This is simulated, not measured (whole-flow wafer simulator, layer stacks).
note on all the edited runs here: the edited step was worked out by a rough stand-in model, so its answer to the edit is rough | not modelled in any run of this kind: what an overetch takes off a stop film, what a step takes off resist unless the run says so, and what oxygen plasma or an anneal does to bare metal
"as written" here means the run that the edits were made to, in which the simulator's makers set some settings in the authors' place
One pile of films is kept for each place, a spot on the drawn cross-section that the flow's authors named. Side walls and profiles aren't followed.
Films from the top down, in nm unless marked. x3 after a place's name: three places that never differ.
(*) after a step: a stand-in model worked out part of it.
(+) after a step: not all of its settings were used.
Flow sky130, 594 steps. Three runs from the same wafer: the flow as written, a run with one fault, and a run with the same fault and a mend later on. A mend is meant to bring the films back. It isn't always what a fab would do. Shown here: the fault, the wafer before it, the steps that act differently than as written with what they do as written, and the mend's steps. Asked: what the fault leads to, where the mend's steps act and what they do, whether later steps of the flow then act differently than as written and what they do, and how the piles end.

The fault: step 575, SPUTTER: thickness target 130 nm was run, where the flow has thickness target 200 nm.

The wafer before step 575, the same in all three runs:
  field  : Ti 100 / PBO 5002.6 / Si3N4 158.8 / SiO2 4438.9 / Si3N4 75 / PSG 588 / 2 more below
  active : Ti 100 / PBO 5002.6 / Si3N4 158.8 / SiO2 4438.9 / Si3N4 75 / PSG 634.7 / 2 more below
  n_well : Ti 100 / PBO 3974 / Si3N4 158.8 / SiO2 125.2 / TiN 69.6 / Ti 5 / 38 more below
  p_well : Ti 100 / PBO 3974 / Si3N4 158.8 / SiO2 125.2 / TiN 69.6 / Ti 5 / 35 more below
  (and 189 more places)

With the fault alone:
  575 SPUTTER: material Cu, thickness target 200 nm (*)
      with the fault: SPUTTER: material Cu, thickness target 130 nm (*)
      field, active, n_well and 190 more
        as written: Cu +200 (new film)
        with the fault: Cu +130 (new film)
  Later steps of the flow that act differently than as written (6 more steps differ only slightly, by at most 2% or 0.5 nm, whichever is larger, and aren't shown):
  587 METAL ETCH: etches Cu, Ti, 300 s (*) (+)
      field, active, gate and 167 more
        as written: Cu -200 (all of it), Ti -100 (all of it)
        with the fault: Cu -130 (all of it), Ti -100 (all of it)
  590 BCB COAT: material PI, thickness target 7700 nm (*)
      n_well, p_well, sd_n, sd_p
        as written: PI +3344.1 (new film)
        with the fault: PI +3414.1 (new film)
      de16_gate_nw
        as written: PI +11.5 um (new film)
        with the fault: PI +11.44 um (new film)
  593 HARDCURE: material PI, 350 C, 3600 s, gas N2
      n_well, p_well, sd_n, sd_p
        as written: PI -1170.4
        with the fault: PI -1194.9
  At the end the piles differ from the flow's by more than 2% or 0.5 nm, whichever is larger, at n_well, p_well, sd_n and 15 more.
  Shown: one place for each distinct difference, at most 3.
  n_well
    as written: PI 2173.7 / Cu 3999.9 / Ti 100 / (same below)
    with the fault: PI 2219.2 / Cu 3929.9 / Ti 100 / (same below)
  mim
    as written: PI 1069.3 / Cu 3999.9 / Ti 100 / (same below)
    with the fault: PI 1134.8 / Cu 3929.9 / Ti 100 / (same below)
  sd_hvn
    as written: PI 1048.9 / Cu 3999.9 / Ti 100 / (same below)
    with the fault: PI 1116.3 / Cu 3929.9 / Ti 100 / (same below)

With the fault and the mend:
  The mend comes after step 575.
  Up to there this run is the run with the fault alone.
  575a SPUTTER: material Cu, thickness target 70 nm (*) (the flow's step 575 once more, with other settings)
      field, active, n_well and 190 more
        Cu +70
  No later step of the flow acts differently than as written at any place that is followed.
  At the end the piles are the same as the flow's at every place that both follow.
